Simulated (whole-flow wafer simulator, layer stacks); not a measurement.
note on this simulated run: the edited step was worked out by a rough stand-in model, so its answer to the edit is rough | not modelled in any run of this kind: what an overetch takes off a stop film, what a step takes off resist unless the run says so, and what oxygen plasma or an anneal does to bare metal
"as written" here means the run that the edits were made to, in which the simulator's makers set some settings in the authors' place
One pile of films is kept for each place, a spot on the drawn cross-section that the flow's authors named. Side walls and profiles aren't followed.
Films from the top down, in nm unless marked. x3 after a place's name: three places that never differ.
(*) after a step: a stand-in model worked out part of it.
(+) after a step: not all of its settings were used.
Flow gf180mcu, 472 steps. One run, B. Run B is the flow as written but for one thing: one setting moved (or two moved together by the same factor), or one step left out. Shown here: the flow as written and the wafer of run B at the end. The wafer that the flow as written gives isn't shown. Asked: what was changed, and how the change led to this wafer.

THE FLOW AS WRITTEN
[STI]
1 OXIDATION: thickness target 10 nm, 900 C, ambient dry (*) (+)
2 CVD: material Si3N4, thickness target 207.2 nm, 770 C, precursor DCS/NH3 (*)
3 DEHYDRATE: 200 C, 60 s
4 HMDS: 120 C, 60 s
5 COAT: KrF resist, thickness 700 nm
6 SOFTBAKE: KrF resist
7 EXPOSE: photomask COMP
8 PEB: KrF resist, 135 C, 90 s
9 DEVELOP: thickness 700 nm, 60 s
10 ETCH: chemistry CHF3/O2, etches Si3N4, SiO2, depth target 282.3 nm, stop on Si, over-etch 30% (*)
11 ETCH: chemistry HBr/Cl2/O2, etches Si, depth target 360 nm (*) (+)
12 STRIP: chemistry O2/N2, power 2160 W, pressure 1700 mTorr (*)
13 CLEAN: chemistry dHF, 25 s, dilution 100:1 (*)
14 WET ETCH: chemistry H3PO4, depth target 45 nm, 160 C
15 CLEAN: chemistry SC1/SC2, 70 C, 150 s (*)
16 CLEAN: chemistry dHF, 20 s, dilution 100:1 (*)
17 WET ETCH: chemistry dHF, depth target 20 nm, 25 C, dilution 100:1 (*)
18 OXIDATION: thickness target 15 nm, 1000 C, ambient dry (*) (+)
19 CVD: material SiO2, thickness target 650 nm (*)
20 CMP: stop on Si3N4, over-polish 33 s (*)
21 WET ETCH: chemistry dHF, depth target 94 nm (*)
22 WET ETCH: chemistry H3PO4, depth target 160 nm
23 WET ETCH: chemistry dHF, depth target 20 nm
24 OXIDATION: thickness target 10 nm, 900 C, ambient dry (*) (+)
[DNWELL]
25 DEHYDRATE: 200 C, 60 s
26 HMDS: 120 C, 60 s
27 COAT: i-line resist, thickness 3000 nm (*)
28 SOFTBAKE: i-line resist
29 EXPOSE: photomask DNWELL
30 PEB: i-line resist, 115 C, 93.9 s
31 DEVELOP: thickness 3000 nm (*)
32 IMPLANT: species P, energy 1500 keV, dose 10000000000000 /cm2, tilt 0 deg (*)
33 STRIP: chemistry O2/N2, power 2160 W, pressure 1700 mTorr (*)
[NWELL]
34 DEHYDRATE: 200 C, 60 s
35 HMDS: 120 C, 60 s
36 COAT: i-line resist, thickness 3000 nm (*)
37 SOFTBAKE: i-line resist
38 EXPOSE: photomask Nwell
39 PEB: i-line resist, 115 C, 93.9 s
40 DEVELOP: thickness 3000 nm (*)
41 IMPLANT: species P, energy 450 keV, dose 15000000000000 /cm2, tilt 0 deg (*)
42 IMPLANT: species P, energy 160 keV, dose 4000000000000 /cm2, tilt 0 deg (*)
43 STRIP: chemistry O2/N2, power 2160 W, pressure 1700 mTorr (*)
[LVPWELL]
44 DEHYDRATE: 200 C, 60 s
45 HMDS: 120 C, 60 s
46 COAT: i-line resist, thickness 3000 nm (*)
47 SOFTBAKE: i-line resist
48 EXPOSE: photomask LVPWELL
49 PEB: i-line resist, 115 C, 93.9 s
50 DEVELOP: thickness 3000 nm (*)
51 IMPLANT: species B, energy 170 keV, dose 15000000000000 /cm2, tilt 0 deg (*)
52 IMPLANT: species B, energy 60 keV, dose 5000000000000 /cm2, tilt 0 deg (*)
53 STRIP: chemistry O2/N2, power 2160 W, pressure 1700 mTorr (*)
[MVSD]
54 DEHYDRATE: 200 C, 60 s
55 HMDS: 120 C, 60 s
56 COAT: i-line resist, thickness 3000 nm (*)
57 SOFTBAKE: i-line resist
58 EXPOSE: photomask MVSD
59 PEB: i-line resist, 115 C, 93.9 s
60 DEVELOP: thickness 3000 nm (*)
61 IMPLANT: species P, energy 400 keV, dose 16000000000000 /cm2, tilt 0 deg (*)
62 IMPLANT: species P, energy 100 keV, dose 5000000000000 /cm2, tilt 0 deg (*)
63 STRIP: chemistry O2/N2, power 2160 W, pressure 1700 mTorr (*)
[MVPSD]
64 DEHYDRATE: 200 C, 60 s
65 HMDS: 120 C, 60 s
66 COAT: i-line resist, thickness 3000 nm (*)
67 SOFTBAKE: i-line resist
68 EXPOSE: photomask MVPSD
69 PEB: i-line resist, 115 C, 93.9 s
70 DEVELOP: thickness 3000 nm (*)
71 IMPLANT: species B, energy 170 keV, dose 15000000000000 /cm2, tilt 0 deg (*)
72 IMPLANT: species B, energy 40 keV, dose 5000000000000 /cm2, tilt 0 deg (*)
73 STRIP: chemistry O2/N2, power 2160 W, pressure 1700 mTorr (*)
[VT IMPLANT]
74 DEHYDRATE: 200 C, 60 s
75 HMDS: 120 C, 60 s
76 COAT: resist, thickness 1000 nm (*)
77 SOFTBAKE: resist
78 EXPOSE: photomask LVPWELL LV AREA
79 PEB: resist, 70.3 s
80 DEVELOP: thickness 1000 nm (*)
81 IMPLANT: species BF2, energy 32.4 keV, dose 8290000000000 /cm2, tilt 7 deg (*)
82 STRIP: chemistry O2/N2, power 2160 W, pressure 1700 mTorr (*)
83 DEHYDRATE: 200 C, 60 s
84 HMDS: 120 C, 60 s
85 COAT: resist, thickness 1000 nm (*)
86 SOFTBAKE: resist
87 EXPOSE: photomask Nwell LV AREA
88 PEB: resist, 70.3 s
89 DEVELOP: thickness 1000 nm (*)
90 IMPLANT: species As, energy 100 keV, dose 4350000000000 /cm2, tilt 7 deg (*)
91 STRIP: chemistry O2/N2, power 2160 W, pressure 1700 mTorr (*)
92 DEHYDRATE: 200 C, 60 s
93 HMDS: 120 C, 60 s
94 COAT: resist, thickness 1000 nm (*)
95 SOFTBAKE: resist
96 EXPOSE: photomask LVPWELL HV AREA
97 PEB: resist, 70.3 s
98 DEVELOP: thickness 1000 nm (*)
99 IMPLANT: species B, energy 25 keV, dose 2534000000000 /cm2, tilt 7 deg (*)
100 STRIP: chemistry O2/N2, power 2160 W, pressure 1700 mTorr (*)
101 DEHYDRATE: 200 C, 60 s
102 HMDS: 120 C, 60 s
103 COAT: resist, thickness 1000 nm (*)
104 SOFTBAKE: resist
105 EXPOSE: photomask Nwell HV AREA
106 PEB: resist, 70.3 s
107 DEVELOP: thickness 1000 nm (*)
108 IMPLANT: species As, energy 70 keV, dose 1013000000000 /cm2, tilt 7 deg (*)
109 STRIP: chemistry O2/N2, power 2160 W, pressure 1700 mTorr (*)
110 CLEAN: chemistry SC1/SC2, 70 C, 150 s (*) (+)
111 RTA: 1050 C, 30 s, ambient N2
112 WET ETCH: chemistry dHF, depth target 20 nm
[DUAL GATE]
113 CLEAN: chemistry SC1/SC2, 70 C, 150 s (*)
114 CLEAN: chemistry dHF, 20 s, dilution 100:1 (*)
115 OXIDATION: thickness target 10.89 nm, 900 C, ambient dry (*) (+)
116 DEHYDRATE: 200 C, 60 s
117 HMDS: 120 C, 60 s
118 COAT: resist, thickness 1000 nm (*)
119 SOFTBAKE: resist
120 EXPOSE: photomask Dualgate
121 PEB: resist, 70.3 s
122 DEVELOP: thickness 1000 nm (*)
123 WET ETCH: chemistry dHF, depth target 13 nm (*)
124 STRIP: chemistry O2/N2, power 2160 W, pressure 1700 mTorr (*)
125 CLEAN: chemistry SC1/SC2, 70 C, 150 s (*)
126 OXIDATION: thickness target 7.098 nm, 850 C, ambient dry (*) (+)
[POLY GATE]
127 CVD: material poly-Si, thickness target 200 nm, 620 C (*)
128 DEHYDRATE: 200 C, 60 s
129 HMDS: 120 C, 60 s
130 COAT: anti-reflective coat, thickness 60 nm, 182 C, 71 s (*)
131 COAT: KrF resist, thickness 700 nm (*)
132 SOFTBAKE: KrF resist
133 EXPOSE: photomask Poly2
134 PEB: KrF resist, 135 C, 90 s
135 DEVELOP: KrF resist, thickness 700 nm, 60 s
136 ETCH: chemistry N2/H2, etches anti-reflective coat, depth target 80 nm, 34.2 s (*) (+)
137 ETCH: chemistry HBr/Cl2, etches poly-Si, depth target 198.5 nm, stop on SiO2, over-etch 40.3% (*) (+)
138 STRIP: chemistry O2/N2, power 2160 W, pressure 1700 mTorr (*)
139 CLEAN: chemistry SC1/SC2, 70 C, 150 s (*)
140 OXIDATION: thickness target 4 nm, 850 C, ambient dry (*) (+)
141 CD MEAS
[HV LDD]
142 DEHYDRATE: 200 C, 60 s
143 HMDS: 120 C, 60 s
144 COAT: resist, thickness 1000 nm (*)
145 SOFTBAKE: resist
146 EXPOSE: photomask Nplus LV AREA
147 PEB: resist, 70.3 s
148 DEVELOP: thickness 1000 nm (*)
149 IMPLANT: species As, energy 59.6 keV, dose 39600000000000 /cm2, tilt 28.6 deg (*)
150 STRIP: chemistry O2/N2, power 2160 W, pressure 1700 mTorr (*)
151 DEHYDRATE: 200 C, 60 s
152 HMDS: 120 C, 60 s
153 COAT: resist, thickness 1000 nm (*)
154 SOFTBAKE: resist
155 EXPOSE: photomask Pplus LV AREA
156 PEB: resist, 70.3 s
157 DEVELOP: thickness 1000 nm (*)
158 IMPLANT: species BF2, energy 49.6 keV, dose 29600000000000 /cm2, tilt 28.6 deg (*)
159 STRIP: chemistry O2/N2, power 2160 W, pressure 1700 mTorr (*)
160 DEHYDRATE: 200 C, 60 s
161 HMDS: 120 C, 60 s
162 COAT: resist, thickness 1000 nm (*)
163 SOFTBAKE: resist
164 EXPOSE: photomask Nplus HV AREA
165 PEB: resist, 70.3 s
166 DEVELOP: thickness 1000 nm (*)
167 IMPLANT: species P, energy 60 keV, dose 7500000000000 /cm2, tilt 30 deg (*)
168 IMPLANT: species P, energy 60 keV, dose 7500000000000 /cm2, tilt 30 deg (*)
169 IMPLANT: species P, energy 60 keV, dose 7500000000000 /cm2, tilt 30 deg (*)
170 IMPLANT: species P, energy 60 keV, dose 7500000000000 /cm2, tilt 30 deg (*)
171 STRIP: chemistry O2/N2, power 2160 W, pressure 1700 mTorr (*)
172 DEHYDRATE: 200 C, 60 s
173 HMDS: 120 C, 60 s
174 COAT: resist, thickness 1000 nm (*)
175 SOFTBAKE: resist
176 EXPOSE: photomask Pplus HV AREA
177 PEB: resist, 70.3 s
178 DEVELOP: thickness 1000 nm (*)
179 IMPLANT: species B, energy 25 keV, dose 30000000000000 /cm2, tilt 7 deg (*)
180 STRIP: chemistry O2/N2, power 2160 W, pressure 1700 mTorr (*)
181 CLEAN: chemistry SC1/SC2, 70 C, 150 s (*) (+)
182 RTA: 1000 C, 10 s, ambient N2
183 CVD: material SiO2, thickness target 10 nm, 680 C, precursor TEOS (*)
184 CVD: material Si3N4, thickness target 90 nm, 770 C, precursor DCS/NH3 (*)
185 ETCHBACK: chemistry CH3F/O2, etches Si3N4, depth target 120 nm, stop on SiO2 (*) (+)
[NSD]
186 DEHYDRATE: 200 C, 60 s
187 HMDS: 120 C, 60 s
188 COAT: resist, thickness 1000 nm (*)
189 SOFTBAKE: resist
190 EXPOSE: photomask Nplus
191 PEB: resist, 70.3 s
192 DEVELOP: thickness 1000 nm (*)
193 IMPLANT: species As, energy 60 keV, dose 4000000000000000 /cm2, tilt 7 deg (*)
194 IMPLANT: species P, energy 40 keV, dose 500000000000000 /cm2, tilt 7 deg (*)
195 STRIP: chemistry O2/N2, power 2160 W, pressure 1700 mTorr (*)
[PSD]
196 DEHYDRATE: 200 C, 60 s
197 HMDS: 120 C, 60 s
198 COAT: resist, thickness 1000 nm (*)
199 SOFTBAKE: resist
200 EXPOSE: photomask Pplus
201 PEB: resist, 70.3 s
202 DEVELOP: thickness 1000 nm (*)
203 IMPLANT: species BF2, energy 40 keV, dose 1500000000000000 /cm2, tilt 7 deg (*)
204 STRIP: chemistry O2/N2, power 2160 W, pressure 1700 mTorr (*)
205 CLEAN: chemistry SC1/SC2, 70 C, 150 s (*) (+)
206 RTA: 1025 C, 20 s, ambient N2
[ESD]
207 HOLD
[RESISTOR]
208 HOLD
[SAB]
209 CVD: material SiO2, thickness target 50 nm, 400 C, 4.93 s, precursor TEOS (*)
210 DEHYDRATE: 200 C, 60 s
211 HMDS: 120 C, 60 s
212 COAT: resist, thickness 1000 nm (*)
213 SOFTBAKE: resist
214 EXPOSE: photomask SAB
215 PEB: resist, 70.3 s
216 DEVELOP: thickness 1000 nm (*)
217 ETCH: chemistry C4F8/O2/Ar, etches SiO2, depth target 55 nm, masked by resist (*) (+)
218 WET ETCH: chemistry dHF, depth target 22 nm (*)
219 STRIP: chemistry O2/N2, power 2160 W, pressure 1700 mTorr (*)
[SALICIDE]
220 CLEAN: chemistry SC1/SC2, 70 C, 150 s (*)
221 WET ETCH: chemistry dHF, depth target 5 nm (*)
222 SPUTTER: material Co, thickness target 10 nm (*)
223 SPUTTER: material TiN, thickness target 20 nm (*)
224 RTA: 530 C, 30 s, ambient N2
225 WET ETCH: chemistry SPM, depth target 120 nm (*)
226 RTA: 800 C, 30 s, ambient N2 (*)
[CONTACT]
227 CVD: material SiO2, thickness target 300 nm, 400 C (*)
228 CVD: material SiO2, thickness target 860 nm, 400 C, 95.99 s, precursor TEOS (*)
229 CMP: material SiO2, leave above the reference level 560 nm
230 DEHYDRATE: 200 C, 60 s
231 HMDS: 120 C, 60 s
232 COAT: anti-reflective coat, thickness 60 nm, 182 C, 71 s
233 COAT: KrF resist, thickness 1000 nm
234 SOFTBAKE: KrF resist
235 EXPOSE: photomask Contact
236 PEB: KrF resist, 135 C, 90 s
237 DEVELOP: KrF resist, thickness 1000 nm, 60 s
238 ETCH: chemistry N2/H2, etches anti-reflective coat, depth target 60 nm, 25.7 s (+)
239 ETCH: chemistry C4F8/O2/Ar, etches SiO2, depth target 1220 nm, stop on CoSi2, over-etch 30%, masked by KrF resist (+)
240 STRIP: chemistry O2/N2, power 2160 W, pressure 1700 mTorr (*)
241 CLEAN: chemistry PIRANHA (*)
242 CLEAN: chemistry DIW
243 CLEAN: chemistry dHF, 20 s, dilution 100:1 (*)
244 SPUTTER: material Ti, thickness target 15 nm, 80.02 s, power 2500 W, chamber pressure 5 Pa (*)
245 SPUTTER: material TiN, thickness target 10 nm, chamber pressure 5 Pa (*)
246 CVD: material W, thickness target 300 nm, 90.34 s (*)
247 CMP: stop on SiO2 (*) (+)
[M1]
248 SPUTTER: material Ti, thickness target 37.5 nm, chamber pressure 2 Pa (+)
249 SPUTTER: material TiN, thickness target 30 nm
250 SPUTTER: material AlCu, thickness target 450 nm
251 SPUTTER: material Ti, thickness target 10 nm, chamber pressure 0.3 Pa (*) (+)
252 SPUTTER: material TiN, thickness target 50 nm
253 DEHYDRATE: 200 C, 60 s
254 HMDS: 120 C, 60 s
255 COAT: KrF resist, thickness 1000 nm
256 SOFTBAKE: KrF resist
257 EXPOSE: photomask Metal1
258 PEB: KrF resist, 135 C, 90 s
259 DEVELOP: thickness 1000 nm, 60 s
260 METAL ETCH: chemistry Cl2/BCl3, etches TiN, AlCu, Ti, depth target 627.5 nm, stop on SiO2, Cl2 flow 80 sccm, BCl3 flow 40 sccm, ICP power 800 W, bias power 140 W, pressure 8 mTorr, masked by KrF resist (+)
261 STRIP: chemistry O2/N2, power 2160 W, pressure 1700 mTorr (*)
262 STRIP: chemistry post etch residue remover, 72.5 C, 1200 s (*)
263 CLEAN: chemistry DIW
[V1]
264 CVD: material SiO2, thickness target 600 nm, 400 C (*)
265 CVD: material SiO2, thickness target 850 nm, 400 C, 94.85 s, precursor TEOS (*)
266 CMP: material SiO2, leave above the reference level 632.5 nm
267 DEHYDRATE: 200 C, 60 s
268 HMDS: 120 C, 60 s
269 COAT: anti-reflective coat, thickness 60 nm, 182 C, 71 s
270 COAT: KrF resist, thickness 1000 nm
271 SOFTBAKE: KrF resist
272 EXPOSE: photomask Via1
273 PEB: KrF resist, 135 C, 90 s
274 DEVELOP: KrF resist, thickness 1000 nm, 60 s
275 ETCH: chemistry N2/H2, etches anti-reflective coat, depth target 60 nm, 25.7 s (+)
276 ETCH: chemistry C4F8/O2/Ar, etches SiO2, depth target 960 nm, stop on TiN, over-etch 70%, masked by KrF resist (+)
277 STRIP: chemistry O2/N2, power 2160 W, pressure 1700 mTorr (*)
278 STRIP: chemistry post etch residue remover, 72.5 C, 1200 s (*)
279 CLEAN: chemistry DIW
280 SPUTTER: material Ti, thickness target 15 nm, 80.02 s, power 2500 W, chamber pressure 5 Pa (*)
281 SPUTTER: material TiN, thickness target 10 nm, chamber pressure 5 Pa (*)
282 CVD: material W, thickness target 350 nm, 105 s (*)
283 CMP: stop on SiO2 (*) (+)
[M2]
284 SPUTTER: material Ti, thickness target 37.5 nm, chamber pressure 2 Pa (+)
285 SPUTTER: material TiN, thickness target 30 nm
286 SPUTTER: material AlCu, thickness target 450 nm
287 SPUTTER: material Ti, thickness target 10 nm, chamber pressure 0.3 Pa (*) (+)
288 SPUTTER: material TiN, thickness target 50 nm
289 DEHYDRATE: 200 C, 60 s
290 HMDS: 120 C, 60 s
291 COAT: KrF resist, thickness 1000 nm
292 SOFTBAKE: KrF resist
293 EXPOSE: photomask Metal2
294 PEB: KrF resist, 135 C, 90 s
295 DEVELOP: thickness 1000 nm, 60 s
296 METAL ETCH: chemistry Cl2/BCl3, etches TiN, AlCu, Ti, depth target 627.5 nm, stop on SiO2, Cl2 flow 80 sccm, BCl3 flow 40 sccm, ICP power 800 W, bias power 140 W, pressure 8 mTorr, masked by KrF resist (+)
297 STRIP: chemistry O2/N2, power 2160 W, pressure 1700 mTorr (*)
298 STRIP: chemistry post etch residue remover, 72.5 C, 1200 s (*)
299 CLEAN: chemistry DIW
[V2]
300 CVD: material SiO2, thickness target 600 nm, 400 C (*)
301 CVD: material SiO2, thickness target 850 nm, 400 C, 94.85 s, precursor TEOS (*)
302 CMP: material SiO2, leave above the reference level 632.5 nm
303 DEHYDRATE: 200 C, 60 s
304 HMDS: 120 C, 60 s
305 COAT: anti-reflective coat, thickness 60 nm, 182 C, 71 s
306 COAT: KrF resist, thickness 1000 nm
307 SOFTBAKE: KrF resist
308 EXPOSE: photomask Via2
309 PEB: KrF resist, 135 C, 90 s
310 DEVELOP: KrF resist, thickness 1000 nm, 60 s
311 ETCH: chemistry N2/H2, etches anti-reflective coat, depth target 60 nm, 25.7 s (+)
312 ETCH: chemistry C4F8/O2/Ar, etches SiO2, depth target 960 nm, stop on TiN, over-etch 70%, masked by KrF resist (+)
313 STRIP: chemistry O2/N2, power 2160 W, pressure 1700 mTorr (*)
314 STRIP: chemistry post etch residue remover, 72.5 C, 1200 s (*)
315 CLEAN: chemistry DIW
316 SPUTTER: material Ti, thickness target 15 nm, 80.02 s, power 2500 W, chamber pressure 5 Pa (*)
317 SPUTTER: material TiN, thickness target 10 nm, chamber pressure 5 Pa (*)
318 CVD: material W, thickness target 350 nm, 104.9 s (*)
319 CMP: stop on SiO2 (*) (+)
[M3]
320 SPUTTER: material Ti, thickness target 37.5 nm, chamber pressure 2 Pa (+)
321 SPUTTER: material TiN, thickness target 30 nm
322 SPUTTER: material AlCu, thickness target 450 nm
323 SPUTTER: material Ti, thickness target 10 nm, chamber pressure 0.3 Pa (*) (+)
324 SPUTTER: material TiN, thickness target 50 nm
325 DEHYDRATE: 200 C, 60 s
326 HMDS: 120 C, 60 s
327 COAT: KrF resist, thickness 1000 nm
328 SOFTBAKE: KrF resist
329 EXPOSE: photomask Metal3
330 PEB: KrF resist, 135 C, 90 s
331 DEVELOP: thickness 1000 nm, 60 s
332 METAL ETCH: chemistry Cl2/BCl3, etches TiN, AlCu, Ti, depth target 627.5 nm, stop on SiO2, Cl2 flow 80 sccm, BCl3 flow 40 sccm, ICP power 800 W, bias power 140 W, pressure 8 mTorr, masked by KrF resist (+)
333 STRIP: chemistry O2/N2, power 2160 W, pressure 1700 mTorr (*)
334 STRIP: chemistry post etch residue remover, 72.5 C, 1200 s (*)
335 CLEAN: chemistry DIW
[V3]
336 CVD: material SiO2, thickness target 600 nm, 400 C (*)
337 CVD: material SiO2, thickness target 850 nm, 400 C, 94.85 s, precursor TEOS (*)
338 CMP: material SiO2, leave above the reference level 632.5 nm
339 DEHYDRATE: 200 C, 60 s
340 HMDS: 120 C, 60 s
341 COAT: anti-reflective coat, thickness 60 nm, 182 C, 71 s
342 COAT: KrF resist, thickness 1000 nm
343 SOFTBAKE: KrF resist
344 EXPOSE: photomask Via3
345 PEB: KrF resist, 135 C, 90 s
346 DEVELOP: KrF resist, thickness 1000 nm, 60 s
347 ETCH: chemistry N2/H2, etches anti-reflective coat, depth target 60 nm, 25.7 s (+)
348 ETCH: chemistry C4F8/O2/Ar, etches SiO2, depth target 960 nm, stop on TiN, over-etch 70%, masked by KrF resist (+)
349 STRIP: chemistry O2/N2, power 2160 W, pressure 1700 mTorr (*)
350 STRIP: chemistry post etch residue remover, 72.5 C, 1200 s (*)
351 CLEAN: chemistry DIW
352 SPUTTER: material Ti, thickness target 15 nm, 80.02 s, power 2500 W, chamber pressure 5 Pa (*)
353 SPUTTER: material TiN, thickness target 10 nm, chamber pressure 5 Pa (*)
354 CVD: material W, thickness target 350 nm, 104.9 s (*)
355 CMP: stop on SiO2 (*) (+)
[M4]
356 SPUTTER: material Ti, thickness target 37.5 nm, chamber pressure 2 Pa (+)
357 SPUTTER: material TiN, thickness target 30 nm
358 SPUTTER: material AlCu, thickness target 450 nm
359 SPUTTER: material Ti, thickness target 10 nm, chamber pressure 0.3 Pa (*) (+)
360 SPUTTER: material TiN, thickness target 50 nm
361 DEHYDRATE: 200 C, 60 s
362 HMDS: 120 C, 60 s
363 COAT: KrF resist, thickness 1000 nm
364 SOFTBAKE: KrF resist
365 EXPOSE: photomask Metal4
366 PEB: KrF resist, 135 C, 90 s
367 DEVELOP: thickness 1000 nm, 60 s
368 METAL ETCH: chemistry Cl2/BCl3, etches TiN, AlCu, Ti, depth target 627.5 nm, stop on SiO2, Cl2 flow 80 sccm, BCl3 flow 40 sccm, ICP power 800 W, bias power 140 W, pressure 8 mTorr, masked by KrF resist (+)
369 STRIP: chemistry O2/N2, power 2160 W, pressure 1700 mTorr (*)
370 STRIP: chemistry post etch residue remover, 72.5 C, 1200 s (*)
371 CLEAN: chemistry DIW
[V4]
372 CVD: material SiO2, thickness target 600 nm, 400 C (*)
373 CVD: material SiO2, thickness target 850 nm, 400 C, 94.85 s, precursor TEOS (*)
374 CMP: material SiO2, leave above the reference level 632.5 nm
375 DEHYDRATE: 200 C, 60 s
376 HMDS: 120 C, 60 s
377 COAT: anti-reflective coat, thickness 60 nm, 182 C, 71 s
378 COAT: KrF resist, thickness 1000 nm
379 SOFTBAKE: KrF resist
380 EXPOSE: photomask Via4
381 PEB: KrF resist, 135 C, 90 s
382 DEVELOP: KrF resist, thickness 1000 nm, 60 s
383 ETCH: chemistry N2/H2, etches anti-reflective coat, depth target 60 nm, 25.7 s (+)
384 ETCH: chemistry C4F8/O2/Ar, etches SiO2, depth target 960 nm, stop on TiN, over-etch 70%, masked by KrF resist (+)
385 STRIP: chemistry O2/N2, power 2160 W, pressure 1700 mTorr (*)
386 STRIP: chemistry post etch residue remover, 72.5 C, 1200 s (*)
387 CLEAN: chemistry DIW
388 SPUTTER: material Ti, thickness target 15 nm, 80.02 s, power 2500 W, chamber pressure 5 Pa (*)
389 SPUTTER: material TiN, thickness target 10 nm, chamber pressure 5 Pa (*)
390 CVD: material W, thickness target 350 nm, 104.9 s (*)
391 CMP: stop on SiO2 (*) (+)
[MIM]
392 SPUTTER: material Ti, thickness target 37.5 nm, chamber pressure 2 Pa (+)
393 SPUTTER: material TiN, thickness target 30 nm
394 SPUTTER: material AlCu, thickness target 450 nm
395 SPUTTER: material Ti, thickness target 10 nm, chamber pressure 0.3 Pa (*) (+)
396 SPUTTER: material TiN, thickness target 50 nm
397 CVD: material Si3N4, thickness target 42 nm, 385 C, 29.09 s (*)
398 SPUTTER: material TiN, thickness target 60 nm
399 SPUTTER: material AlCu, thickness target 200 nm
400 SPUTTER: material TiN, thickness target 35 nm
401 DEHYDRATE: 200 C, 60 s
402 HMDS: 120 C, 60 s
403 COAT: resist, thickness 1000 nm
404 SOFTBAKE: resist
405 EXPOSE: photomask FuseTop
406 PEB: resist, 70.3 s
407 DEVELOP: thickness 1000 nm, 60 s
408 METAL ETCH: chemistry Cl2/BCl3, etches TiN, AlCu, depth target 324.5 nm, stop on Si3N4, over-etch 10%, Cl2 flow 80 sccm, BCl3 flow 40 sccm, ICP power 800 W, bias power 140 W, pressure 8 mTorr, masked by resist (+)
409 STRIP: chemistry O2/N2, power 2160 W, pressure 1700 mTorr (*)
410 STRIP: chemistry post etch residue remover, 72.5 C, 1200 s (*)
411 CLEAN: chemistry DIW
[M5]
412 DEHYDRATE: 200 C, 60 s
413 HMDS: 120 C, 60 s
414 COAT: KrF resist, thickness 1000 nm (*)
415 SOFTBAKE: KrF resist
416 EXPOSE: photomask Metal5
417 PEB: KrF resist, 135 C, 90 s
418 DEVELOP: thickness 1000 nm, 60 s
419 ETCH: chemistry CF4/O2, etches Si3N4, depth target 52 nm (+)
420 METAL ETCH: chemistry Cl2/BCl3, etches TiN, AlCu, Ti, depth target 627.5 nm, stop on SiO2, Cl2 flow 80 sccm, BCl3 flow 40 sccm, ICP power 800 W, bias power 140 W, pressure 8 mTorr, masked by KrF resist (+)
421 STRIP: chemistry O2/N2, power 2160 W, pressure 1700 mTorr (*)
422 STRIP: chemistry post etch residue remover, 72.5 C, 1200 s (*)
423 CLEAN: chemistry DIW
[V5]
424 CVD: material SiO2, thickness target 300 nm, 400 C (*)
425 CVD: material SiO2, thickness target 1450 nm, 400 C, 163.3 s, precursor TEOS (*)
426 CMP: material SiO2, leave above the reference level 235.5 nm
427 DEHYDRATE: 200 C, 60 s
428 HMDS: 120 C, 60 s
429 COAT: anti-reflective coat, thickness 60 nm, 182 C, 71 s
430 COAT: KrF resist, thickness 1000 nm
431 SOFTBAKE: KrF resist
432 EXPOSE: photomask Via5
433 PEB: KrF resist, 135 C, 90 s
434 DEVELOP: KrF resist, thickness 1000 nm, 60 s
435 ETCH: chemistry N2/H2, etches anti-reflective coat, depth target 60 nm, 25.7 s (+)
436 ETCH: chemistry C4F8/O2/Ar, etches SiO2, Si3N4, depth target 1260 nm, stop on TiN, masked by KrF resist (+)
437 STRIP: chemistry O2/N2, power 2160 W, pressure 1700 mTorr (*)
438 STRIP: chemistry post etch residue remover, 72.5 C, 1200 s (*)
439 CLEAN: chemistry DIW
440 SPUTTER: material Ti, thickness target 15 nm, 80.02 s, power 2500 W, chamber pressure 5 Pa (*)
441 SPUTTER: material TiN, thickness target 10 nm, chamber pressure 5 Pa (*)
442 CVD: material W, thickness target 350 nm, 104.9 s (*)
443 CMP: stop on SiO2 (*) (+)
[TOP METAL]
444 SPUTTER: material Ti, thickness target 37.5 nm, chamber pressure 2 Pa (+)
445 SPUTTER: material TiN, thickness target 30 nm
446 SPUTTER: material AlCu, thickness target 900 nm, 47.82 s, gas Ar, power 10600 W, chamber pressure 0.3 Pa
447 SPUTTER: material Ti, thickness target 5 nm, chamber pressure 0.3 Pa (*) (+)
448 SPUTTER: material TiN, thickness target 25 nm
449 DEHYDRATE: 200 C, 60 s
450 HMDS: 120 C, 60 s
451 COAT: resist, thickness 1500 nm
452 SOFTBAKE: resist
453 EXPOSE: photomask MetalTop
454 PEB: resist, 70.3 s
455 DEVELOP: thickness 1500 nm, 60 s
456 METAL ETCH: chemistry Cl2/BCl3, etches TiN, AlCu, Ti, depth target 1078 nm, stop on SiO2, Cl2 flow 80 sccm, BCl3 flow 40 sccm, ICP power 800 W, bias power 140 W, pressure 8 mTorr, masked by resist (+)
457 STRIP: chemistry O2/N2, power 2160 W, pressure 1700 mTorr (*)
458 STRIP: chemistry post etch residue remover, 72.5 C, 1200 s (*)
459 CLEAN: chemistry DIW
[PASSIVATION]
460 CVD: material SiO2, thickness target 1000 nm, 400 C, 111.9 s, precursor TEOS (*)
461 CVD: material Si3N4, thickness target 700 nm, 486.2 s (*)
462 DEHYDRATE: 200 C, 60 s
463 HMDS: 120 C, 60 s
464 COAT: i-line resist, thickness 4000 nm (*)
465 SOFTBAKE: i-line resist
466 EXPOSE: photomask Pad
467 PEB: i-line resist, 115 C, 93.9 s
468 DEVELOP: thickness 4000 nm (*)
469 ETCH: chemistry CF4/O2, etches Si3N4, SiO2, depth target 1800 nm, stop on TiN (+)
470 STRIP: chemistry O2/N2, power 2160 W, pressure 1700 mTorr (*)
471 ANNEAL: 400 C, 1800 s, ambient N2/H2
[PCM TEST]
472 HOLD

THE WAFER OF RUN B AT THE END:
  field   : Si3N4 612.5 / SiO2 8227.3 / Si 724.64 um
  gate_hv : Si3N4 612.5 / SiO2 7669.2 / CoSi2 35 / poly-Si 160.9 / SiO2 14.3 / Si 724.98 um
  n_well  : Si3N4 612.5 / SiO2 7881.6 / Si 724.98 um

The cause: step 461, CVD: thickness target 612 nm was run, where the flow has thickness target 700 nm; step 461, CVD: 425.4 s was run, where the flow has 486.2 s.

How the change led to this, step by step:
  461 CVD: material Si3N4, thickness target 700 nm, 486.2 s (*)
      field, field__w1, field__w2 and 109 more: Si3N4 +612.5 (new film) (as written it would be: Si3N4 +700 (new film))
  469 ETCH: chemistry CF4/O2, etches Si3N4, SiO2, depth target 1800 nm, stop on TiN (+)
      pad: Si3N4 -612.5 (all of it), SiO2 -1000 (all of it) (as written it would be: Si3N4 -700 (all of it), SiO2 -1000 (all of it))
